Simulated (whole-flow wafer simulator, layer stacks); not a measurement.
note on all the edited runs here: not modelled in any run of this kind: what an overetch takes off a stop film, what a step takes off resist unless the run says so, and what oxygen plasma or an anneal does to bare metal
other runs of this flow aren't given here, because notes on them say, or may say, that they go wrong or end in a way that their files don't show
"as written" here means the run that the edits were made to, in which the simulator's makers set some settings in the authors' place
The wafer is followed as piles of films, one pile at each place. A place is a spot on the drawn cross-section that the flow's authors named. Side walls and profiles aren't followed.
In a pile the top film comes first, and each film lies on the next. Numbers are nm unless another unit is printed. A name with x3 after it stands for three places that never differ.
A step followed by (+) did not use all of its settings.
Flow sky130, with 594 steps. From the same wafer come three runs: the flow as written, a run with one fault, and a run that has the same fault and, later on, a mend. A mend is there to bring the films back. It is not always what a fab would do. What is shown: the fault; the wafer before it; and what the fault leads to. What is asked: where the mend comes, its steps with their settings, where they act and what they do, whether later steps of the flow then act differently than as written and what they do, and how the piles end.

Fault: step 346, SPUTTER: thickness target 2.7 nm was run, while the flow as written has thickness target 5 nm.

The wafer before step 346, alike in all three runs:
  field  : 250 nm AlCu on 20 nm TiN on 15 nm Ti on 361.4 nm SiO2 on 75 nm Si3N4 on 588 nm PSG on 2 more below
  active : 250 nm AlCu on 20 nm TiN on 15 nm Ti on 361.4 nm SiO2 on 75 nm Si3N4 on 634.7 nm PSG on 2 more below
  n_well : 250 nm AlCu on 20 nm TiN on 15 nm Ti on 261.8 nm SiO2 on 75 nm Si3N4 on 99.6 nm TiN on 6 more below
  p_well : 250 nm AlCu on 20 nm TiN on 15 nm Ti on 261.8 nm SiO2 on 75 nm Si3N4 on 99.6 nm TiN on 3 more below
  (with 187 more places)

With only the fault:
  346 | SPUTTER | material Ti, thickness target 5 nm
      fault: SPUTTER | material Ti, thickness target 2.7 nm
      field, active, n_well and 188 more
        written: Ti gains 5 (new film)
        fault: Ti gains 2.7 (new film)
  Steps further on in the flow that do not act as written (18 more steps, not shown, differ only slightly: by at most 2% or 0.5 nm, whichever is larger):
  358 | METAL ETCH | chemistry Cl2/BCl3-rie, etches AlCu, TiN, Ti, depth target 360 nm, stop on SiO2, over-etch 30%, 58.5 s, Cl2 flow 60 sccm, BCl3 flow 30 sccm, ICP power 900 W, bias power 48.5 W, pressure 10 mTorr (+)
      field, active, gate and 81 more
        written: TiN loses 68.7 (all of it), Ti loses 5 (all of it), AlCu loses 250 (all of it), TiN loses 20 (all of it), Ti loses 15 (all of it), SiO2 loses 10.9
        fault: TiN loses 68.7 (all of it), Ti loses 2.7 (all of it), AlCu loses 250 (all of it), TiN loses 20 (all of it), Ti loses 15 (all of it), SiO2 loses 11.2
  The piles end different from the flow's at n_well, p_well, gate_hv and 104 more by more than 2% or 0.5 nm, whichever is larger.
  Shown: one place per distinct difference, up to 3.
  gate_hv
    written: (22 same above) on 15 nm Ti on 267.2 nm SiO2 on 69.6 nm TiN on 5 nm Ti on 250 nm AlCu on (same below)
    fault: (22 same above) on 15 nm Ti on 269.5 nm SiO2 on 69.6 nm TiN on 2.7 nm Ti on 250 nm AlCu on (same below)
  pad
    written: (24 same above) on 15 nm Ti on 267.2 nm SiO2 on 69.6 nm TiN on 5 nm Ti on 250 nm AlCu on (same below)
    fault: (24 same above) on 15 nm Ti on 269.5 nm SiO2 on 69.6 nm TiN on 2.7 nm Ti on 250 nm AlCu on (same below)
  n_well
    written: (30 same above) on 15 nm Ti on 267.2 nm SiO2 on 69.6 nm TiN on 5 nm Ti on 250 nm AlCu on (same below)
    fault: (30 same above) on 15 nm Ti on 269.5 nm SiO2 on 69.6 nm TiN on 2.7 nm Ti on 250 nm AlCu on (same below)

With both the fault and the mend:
  The mend stands after step 346.
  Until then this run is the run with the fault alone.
  346a | SPUTTER | material Ti, thickness target 2.3 nm (the flow's step 346 again, with other settings)
      field, active, n_well and 188 more
        Ti gains 2.3
  None of the later steps of the flow acts differently than as written at any place that is followed.
  The piles end the same as the flow's at every place that both follow.
